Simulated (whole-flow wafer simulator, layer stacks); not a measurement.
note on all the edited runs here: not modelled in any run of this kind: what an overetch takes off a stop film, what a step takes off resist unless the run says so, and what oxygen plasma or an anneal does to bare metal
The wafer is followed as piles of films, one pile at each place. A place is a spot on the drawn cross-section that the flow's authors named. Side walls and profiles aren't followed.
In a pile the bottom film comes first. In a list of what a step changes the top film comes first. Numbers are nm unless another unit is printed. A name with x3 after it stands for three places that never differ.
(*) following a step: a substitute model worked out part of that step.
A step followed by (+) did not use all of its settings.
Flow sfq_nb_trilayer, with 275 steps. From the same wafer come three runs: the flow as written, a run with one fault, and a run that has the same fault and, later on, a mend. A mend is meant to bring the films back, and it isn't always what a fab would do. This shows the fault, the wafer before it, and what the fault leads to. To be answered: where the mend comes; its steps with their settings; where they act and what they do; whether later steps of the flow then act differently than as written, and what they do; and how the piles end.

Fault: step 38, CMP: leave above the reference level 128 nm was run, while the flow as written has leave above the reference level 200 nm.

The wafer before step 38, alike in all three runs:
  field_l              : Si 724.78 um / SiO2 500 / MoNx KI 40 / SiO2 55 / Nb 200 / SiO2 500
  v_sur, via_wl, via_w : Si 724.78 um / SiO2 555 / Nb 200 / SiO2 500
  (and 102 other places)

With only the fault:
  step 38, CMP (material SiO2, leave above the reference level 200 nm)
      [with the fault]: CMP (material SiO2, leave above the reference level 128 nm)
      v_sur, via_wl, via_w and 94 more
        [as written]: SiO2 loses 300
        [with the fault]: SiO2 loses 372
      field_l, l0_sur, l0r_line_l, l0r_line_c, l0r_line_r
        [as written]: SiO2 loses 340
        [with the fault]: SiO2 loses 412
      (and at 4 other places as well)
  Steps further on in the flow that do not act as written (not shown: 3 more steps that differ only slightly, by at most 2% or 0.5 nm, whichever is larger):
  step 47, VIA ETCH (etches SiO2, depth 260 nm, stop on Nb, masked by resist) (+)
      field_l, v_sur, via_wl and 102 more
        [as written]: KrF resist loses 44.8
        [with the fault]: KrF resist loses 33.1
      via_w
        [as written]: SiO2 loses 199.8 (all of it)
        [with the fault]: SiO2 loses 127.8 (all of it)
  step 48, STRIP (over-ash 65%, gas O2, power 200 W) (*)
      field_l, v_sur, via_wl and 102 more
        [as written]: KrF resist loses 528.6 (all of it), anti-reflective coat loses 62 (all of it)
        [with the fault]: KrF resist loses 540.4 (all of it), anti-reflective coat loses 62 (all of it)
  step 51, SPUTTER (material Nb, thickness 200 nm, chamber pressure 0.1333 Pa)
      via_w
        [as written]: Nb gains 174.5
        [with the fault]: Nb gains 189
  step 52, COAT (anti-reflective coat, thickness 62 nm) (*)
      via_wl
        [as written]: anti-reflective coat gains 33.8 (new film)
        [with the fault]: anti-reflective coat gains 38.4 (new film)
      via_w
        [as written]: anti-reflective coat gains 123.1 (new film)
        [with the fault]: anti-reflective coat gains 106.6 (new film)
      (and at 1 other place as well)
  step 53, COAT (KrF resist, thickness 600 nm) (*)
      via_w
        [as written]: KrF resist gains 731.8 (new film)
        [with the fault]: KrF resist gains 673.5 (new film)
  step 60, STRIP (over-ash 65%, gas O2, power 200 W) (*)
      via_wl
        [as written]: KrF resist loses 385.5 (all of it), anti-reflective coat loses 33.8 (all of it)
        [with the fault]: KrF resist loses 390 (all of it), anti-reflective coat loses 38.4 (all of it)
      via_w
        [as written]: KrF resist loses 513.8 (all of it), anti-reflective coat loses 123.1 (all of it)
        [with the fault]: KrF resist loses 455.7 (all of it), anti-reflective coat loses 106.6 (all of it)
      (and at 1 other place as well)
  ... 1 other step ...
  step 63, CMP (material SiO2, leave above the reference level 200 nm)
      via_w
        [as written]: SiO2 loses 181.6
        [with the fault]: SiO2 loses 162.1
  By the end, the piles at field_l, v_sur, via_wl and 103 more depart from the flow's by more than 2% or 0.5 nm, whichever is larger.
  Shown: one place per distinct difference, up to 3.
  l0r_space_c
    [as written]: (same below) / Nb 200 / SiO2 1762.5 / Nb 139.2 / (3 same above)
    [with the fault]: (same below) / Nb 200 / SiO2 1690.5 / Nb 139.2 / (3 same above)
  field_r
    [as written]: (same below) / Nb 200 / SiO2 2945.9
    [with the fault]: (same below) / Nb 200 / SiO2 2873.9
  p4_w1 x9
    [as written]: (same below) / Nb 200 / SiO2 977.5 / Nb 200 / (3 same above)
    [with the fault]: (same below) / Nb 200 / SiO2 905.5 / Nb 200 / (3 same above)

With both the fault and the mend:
  After step 45 comes the mend.
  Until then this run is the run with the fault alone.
  step 45a, STRIP (over-ash 65%, gas O2, power 200 W) (*)
      field_l, v_sur, via_wl and 102 more
        KrF resist loses 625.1 (all of it), anti-reflective coat loses 62 (all of it)
      via_w
        anti-reflective coat loses 62 (all of it)
  step 45b, PECVD (material SiO2, thickness 72 nm, 150 C, 16 s, RF power 183.3 W, pressure 2.4 Torr, precursor SiH4/N2O) (the flow's step 37 again, with other settings)
      field_l, v_sur, via_wl and 103 more
        SiO2 gains 72
  step 45c, COAT (anti-reflective coat, thickness 62 nm) (the flow's step 40 again)
      field_l, v_sur, via_wl and 103 more
        anti-reflective coat gains 62 (new film)
  step 45d, COAT (KrF resist, thickness 650 nm) (the flow's step 41 again)
      field_l, v_sur, via_wl and 103 more
        KrF resist gains 650 (new film)
  step 45e, SOFTBAKE (KrF resist) (the flow's step 42 again)
      leaves every film unchanged at each place that is followed
  step 45f, EXPOSE (photomask I0, dose 11.91 mJ/cm2, NA 0.6, wavelength 248 nm) (*) (the flow's step 43 again)
      leaves every film unchanged at each place that is followed
  step 45g, PEB (KrF resist, 90 s) (the flow's step 44 again)
      field_l, v_sur, via_wl and 103 more
        KrF resist loses 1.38
  step 45h, DEVELOP (KrF resist, thickness 650 nm, 60 s) (the flow's step 45 again)
      field_l, v_sur, via_wl and 102 more
        KrF resist loses 23.5
      via_w
        KrF resist loses 648.6 (all of it)
  Every later step of the flow that is run acts as written at every place that is followed.
  The piles end the same as the flow's at every place that both follow.
